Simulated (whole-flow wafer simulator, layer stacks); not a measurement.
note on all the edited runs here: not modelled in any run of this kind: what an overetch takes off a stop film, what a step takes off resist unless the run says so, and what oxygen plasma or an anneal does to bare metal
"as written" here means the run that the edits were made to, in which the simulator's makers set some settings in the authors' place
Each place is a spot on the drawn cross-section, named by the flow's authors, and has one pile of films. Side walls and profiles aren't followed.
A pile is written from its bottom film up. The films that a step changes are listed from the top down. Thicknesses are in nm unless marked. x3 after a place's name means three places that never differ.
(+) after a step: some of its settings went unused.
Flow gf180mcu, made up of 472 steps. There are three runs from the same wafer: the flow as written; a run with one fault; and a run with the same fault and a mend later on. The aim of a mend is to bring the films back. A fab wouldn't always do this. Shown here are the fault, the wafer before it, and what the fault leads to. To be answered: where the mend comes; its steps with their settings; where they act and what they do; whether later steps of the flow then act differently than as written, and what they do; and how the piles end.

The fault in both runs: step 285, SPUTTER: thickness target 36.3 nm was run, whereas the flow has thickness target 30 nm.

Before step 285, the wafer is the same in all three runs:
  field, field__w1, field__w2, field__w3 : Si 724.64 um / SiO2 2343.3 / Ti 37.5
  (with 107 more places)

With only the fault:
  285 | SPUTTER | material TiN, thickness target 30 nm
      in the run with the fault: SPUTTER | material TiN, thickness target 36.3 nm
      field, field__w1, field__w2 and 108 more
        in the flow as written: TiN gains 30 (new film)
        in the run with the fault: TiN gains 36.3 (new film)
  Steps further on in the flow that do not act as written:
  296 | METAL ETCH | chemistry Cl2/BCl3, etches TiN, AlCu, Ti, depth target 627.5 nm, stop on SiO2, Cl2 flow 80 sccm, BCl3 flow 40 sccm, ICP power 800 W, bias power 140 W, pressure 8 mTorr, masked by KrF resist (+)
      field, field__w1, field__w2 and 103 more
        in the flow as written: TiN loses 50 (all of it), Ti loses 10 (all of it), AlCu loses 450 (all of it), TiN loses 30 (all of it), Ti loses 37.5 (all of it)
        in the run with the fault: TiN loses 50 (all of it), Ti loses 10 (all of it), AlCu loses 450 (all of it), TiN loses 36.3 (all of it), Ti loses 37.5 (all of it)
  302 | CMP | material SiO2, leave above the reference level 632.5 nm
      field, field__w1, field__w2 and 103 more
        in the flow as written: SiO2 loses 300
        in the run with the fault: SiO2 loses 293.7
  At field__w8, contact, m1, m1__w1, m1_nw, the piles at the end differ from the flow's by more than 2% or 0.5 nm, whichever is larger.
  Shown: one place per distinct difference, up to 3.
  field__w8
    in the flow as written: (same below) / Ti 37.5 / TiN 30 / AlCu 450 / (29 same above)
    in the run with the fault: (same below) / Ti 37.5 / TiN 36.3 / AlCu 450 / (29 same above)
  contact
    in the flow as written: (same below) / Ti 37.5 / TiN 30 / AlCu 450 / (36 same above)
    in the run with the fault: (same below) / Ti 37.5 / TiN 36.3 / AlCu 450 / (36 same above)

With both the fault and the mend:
  The mend follows step 285.
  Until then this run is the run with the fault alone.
  285a | METAL ETCH | chemistry Cl2/BCl3, etches TiN, AlCu, Ti, depth target 6.3 nm, Cl2 flow 80 sccm, BCl3 flow 40 sccm, ICP power 800 W, bias power 140 W, pressure 8 mTorr (the flow's step 260 again, with other settings)
      field, field__w1, field__w2 and 108 more
        TiN loses 6.3
  Later steps of the flow that are run all act as written at every place that is followed.
  By the end, the piles equal the flow's at every place that both follow.
